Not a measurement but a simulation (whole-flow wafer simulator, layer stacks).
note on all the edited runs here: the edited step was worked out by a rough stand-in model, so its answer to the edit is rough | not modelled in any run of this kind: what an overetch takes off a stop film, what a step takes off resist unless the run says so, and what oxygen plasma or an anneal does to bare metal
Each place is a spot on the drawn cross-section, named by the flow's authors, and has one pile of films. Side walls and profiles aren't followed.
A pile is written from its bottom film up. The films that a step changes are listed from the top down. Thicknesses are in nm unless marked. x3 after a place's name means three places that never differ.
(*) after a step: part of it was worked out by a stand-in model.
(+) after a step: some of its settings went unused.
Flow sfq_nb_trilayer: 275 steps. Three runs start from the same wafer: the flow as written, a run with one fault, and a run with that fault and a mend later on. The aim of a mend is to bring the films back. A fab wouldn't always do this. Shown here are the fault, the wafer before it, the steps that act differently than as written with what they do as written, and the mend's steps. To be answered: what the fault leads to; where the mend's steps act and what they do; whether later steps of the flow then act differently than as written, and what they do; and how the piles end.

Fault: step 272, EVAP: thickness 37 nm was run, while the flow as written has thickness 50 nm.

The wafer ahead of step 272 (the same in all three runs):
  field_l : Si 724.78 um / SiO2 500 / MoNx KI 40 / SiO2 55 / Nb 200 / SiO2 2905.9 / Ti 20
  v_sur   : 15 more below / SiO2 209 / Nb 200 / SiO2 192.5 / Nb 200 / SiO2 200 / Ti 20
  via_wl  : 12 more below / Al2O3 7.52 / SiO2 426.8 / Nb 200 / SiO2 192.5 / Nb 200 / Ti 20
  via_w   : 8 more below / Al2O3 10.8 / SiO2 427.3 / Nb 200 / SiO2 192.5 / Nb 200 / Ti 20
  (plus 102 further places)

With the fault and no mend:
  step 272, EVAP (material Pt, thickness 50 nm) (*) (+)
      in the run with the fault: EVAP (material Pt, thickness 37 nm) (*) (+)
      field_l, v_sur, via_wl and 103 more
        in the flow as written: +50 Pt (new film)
        in the run with the fault: +37 Pt (new film)
  Later steps of the flow acting differently than as written:
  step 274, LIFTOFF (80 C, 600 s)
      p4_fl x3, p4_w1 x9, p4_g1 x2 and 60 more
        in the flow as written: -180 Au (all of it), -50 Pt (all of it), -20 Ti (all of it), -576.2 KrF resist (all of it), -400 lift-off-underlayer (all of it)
        in the run with the fault: -180 Au (all of it), -37 Pt (all of it), -20 Ti (all of it), -576.2 KrF resist (all of it), -400 lift-off-underlayer (all of it)
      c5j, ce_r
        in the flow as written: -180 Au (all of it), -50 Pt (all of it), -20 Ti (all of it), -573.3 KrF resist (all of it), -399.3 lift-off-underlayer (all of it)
        in the run with the fault: -180 Au (all of it), -37 Pt (all of it), -20 Ti (all of it), -573.3 KrF resist (all of it), -399.3 lift-off-underlayer (all of it)
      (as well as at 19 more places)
  By the end, the piles at field_l, v_sur, via_wl and 8 more depart from the flow's by more than 2% or 0.5 nm, whichever is larger.
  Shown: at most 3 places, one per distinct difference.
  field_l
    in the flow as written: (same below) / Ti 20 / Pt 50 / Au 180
    in the run with the fault: (same below) / Ti 20 / Pt 37 / Au 180

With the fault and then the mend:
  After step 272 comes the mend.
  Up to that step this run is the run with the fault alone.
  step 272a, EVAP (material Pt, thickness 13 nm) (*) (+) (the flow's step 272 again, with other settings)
      field_l, v_sur, via_wl and 103 more
        +13 Pt
  Later steps of the flow that are run all act as written at every place that is followed.
  The piles end the same as the flow's at every place that both follow.
